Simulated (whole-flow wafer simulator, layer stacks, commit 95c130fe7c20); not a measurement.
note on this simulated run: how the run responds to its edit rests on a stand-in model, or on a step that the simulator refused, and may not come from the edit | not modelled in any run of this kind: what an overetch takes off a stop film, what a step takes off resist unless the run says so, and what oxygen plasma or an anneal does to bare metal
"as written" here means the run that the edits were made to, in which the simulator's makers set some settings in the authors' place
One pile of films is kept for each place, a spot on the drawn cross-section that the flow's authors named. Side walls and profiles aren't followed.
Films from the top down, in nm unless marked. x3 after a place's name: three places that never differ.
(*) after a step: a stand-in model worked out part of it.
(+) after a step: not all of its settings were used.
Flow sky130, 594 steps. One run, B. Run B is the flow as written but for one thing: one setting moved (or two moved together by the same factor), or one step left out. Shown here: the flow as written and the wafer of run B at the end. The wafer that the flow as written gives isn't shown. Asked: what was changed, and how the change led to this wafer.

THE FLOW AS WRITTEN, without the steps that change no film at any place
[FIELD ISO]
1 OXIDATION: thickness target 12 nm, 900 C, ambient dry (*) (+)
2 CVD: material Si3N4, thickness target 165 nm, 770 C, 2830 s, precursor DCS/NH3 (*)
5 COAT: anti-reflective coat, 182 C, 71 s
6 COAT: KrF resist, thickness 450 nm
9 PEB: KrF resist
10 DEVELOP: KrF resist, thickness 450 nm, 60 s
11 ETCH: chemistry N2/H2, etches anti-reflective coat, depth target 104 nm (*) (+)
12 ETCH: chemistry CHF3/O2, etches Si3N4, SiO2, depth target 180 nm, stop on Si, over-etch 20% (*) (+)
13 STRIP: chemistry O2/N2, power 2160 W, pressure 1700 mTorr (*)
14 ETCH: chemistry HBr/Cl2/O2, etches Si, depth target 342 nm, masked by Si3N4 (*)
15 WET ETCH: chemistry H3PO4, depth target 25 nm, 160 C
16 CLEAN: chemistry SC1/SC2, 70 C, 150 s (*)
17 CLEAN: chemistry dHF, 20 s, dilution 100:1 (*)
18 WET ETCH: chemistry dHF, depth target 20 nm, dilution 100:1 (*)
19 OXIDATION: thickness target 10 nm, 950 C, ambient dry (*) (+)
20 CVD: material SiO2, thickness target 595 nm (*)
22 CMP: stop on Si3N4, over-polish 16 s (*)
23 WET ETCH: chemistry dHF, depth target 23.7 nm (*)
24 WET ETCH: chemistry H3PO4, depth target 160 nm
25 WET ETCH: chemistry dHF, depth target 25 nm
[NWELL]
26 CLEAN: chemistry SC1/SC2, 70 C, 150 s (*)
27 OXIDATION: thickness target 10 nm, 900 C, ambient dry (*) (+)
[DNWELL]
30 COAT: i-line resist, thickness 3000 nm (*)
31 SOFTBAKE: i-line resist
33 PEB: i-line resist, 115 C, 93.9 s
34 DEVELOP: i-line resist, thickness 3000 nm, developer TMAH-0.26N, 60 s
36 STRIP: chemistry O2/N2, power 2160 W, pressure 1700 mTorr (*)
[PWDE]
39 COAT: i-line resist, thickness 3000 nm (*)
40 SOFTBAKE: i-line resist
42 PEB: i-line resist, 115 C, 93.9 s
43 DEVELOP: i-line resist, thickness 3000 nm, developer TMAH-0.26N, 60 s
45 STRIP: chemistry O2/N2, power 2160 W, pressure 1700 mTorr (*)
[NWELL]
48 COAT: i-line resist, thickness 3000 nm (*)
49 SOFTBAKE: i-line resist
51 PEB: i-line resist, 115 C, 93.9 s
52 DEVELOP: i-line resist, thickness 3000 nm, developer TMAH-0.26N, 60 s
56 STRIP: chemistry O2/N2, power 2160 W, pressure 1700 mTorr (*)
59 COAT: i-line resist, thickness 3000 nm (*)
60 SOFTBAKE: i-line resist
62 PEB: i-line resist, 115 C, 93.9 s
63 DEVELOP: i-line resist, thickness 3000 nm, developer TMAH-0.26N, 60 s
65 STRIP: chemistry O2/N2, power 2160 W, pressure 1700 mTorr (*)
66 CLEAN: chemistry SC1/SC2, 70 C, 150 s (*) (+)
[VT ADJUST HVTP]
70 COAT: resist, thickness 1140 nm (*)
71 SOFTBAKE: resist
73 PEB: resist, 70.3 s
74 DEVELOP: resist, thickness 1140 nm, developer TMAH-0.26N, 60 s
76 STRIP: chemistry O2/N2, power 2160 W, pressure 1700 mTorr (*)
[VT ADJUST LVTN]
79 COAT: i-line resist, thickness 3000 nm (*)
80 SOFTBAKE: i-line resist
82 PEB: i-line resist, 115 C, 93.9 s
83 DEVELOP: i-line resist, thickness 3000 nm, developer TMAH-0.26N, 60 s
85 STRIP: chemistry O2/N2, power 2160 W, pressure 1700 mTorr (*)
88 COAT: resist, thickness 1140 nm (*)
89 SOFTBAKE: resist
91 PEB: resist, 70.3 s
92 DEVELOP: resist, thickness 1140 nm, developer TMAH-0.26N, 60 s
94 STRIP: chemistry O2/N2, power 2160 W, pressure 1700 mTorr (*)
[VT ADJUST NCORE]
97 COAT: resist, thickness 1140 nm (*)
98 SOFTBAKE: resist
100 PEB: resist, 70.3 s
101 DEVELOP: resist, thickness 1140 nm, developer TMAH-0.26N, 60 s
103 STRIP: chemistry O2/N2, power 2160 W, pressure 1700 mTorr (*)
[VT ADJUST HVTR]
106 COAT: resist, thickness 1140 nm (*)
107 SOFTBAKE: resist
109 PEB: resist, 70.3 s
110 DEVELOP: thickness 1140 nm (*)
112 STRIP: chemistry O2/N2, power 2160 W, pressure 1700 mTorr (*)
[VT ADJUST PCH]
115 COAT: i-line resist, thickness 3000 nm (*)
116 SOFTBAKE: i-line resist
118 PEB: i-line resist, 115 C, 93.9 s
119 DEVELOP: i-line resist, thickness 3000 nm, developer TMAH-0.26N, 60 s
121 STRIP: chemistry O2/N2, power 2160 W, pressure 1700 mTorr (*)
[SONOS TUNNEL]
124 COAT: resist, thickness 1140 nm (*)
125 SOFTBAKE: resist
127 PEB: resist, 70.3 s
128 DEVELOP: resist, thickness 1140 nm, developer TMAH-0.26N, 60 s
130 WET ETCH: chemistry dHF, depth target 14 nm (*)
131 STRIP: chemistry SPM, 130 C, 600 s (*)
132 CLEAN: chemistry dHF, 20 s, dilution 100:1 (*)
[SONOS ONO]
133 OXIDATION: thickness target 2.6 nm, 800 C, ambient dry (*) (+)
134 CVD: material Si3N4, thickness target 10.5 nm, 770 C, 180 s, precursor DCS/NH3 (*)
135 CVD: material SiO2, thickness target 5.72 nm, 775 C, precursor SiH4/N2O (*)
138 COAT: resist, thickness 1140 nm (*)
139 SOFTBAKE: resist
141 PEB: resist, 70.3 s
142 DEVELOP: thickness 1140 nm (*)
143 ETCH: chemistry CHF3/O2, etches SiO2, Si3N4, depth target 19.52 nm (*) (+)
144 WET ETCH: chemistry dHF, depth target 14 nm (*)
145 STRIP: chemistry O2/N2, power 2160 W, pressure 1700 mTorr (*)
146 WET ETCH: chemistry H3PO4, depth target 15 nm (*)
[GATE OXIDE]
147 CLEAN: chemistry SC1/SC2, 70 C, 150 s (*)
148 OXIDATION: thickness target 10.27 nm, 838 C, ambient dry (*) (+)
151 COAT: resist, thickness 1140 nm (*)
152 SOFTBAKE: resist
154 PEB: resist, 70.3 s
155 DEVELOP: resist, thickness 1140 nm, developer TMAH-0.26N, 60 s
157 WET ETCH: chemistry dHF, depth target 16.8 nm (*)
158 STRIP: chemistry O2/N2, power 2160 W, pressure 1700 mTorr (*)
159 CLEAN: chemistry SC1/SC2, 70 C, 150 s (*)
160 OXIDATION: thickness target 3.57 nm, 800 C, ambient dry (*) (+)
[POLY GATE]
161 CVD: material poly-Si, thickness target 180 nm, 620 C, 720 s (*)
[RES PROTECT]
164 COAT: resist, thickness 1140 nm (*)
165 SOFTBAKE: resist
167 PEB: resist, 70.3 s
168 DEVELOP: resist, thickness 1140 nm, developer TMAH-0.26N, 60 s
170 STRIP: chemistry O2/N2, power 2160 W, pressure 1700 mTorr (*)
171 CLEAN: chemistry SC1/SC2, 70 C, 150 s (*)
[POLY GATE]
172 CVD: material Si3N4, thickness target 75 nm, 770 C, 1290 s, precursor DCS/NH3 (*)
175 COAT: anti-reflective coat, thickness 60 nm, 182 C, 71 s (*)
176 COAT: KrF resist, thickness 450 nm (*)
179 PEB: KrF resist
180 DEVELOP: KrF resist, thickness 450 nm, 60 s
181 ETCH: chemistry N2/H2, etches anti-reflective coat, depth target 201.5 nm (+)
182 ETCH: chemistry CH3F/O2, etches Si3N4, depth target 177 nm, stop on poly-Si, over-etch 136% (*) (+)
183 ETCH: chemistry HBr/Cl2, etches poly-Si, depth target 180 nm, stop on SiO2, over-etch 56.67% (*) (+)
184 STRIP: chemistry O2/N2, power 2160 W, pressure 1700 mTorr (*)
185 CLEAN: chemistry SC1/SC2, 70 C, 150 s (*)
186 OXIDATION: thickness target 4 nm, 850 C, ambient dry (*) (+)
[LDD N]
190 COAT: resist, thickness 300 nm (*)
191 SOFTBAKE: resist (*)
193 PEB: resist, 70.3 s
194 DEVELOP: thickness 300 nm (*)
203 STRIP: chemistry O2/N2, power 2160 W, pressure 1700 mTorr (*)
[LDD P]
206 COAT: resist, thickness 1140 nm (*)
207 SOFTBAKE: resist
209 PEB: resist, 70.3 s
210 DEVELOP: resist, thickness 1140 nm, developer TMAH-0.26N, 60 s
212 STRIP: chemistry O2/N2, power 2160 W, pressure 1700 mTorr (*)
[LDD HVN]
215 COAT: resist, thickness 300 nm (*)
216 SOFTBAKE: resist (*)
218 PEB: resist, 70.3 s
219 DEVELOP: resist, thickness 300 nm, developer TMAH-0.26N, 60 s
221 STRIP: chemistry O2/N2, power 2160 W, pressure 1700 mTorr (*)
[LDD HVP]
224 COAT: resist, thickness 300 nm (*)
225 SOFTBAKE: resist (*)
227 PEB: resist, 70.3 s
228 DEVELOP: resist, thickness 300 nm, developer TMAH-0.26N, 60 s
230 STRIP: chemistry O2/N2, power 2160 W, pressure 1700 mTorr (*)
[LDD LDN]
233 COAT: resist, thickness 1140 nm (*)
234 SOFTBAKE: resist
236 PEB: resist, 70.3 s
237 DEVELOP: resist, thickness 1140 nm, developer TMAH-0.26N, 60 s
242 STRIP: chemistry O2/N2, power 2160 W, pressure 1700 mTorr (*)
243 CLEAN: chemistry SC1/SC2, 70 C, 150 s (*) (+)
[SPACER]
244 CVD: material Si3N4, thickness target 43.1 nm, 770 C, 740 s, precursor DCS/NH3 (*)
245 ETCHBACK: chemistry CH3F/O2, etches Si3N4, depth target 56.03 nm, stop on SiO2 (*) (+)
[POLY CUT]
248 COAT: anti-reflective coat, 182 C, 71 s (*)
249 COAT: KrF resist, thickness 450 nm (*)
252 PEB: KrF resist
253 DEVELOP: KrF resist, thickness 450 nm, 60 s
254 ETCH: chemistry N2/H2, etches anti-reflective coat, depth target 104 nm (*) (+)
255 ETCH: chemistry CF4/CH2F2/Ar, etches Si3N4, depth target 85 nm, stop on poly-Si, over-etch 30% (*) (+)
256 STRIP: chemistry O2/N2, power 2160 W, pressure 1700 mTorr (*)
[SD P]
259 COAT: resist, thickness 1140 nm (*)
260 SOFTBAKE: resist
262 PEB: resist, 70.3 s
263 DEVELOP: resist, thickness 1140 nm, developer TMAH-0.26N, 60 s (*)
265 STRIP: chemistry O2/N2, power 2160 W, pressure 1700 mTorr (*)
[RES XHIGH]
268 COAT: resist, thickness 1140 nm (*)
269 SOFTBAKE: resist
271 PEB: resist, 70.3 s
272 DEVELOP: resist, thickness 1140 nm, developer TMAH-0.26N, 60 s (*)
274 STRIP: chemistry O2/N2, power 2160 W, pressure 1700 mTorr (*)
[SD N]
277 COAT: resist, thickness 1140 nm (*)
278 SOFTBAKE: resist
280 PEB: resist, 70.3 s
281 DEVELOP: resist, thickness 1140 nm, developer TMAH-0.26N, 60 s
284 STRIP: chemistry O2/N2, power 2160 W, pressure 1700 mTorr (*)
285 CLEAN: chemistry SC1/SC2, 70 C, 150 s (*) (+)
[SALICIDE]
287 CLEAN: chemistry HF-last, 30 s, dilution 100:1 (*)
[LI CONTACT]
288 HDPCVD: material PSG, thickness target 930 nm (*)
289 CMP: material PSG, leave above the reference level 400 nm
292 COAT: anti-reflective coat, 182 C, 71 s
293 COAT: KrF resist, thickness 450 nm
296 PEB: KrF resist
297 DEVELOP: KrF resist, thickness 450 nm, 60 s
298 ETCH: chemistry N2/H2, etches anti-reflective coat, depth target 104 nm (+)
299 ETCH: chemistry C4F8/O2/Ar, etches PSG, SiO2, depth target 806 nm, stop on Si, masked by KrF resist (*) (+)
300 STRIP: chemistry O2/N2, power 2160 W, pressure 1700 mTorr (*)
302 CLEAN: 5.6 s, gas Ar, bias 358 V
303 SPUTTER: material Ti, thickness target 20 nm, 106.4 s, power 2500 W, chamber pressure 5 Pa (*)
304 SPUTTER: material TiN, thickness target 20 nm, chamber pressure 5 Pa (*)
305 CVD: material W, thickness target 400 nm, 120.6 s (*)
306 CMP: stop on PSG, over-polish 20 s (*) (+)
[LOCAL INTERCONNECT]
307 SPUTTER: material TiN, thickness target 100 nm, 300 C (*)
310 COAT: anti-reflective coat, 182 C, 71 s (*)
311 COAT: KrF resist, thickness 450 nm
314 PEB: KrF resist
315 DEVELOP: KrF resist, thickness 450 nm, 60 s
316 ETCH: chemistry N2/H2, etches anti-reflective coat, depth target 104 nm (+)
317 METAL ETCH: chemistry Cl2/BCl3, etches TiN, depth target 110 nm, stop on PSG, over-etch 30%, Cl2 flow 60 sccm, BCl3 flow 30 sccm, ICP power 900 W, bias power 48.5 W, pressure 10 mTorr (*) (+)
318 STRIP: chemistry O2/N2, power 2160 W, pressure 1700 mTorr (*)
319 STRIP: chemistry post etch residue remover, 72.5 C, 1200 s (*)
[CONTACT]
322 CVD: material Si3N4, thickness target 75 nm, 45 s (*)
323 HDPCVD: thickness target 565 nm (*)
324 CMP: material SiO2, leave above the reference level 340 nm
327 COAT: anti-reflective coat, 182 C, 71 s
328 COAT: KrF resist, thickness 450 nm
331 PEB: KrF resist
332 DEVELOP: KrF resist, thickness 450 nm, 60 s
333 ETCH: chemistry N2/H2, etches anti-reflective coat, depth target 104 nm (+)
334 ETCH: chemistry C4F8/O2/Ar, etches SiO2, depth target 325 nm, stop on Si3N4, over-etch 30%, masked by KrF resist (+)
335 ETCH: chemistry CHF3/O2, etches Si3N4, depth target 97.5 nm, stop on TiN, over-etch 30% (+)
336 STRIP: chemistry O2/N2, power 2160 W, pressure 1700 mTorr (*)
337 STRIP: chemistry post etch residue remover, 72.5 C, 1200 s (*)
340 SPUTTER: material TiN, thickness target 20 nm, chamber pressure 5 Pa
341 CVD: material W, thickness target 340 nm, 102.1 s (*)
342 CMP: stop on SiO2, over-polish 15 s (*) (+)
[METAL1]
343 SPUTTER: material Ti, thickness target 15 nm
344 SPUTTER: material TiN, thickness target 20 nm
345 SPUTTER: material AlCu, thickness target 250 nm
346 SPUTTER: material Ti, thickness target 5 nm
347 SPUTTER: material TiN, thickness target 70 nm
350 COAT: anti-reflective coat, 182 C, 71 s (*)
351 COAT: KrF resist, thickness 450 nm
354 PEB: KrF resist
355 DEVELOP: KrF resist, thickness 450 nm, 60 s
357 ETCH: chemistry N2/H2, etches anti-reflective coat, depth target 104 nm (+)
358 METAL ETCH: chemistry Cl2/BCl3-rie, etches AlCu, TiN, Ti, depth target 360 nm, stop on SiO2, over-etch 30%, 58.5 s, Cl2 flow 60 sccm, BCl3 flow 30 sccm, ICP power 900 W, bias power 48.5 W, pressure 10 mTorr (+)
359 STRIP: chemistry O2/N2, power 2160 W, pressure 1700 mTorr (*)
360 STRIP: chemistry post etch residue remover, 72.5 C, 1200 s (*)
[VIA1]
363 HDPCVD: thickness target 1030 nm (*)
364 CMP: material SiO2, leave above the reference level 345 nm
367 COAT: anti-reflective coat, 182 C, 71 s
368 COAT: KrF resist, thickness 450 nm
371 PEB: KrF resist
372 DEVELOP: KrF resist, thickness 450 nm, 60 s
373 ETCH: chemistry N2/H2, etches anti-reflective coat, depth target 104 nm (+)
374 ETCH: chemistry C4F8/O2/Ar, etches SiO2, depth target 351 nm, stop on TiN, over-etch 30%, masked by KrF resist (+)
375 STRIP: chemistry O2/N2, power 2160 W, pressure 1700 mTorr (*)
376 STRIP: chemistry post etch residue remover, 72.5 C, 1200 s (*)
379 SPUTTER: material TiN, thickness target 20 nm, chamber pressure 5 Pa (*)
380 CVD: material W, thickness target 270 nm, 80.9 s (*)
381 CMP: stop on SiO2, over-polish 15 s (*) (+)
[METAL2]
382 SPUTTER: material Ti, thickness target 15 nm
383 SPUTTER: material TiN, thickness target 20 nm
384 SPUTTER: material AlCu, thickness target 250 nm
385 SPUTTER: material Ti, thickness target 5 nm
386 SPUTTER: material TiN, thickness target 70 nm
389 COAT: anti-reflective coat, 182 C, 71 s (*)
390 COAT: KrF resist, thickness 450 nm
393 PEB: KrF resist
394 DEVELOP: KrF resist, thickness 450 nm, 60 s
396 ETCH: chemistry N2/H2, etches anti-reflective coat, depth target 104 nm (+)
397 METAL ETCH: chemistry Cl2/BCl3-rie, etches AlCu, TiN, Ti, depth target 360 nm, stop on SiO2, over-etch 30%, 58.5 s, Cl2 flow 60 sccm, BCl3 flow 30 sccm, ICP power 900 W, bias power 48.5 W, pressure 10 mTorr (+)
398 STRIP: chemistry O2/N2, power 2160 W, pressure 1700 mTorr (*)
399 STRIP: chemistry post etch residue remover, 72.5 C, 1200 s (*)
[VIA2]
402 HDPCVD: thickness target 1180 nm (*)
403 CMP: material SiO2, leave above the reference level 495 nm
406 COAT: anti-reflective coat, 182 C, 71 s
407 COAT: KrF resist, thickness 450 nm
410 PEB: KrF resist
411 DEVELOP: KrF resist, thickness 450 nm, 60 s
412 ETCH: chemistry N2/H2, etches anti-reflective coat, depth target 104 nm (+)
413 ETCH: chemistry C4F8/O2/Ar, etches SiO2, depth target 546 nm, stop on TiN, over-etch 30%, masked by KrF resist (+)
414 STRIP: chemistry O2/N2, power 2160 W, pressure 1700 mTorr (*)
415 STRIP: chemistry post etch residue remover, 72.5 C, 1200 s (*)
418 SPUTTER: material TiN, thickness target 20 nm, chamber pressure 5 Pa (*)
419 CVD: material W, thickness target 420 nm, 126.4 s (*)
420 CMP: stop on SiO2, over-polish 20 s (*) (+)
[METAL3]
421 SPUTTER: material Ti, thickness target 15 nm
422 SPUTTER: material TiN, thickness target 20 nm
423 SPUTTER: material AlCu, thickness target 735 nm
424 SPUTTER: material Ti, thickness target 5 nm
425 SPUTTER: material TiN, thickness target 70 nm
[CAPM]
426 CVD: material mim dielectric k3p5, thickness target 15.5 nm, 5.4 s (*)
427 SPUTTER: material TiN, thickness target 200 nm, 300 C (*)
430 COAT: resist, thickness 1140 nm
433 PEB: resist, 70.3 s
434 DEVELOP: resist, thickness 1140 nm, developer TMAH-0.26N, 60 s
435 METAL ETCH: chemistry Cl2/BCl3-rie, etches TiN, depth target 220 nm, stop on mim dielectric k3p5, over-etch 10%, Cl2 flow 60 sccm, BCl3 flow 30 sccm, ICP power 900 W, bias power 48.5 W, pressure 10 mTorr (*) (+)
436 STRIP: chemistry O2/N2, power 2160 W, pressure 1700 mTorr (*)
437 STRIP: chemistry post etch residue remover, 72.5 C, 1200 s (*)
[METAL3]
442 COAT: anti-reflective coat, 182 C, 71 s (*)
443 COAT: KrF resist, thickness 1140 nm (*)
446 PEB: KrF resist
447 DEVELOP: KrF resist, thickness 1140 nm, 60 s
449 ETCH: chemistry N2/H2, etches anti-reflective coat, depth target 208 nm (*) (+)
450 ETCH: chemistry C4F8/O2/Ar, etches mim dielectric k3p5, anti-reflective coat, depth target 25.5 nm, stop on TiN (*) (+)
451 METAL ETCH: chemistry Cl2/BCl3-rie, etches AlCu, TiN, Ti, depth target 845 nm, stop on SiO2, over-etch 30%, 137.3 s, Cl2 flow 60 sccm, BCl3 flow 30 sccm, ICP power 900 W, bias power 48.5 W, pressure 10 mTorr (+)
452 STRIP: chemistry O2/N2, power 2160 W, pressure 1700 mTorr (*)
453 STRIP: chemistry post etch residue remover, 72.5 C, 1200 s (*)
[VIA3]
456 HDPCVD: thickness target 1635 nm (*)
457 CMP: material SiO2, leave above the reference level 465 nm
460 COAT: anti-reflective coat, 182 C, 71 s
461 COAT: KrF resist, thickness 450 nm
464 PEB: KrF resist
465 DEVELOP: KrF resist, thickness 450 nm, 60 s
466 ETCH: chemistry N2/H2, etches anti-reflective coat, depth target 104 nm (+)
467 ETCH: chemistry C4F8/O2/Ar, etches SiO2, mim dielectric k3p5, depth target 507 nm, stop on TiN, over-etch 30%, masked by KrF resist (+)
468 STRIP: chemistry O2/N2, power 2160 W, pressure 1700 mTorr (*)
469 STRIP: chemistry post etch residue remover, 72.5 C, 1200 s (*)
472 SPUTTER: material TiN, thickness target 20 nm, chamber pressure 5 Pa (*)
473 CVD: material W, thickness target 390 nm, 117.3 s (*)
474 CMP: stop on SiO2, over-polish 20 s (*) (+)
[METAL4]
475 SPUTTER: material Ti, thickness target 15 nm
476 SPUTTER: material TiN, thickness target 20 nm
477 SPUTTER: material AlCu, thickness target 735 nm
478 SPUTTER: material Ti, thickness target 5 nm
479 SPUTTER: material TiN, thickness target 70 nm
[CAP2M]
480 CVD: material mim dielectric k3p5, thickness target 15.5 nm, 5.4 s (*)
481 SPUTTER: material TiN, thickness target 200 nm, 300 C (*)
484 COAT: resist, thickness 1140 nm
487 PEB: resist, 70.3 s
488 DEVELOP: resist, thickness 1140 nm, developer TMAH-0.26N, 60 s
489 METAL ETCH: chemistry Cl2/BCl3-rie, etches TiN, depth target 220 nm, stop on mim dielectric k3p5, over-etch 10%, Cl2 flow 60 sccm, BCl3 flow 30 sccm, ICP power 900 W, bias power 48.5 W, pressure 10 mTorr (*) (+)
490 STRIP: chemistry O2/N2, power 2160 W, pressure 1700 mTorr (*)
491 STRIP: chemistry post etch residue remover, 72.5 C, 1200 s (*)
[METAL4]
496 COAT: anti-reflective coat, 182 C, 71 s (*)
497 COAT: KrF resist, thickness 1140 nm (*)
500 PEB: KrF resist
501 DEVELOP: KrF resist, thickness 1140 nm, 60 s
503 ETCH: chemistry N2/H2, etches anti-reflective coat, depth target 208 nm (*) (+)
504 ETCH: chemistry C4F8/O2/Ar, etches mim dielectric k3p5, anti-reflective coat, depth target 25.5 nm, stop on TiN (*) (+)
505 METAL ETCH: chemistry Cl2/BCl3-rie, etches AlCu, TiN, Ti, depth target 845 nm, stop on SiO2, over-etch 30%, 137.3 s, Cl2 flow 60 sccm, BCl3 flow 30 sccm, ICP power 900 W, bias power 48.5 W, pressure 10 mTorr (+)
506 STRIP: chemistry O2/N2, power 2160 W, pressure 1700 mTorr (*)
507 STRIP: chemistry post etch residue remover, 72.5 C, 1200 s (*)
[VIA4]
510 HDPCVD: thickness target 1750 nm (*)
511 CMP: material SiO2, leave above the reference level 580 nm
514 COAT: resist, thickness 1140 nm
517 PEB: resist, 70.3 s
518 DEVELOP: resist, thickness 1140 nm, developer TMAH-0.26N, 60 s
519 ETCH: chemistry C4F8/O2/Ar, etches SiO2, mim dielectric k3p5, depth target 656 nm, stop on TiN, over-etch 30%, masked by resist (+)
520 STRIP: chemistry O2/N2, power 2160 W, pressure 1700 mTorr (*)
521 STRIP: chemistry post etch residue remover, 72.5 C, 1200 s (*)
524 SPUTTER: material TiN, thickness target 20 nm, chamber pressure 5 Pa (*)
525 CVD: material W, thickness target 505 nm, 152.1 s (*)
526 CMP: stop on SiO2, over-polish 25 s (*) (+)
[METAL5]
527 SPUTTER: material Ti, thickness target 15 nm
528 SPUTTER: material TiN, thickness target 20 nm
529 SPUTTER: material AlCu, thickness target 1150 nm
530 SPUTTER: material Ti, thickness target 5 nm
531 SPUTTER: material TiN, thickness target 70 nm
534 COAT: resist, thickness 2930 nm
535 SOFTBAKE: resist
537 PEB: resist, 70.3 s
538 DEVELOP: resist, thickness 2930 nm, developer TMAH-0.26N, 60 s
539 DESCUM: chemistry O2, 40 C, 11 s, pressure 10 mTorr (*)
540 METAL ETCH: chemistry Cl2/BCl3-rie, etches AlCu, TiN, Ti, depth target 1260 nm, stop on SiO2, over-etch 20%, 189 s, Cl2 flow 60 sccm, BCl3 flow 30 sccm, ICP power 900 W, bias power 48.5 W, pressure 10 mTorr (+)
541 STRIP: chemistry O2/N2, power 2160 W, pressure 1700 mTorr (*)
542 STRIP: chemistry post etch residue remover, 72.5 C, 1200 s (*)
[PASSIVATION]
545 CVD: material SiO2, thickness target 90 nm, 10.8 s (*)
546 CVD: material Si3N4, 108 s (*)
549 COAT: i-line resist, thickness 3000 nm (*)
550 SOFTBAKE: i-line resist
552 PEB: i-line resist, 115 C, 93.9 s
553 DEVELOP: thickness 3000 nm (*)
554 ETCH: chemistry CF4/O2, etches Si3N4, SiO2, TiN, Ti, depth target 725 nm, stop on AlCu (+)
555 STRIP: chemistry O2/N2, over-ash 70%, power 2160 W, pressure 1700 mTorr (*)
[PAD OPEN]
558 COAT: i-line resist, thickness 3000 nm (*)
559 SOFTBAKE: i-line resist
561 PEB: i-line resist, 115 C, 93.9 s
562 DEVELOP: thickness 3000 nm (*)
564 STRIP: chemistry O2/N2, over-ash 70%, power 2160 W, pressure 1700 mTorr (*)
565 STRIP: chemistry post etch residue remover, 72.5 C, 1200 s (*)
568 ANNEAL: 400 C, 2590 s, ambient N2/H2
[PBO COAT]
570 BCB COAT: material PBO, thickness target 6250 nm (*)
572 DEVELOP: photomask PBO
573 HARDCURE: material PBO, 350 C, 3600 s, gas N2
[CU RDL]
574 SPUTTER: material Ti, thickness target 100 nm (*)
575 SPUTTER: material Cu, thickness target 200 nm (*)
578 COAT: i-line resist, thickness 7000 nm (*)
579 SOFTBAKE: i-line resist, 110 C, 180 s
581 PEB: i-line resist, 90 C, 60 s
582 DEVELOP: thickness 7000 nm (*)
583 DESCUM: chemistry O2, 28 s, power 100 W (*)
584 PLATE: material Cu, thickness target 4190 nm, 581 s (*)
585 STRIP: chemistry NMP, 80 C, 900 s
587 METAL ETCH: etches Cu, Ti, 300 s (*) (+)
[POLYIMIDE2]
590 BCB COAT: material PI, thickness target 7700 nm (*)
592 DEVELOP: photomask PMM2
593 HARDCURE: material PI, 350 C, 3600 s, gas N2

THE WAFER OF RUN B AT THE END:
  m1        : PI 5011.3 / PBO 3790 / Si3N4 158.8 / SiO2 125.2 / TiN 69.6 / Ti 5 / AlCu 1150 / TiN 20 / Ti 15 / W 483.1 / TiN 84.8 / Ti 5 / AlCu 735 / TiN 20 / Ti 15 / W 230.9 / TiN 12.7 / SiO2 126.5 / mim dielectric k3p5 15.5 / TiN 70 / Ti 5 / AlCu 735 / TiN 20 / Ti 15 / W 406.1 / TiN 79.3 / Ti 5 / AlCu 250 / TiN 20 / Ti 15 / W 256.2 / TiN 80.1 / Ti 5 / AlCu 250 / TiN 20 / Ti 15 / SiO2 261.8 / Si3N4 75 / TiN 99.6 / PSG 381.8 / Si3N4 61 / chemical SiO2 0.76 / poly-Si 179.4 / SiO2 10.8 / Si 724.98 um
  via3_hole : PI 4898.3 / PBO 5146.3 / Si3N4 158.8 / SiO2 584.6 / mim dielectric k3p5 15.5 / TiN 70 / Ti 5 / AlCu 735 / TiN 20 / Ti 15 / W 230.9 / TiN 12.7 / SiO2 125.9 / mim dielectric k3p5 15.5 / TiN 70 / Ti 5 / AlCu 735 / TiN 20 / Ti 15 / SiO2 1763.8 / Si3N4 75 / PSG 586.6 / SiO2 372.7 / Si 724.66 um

The cause: step 467, ETCH: depth target 248 nm was run, where the flow has depth target 507 nm.

How the change led to this, step by step:
  467 ETCH: chemistry C4F8/O2/Ar, etches SiO2, mim dielectric k3p5, depth target 507 nm, stop on TiN, over-etch 30%, masked by KrF resist (+)
      m1: SiO2 -248 (as written it would be: SiO2 -374.5 (all of it), mim dielectric k3p5 -15.5 (all of it))
      via3_hole: SiO2 -248 (as written it would be: SiO2 -373.9 (all of it), mim dielectric k3p5 -15.5 (all of it))
      (and at 190 more places)
  468 STRIP: chemistry O2/N2, power 2160 W, pressure 1700 mTorr (*)
      field, active, n_well and 187 more: KrF resist -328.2 (all of it), anti-reflective coat -80 (all of it) (as written it would be: KrF resist -276.4 (all of it), anti-reflective coat -80 (all of it))
  472 SPUTTER: material TiN, thickness target 20 nm, chamber pressure 5 Pa (*)
      m1, via3_hole: TiN +12.7 (new film) (as written it would be: TiN +10.6)
  473 CVD: material W, thickness target 390 nm, 117.3 s (*)
      m1: W +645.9 (new film) (as written it would be: W +790.5 (new film))
      via3_hole: W +645.9 (new film) (as written it would be: W +789.9 (new film))
Counting metal films that touch as one body, m1 has 3 bodies (between them, from the top down: SiO2 126.5 / mim dielectric k3p5 15.5; SiO2 261.8 / Si3N4 75); the flow as written gives 2 bodies (between them, from the top down: SiO2 261.8 / Si3N4 75).
Counting metal films that touch as one body, via3_hole has 2 bodies (between them, from the top down: SiO2 125.9 / mim dielectric k3p5 15.5); the flow as written gives 1 body.
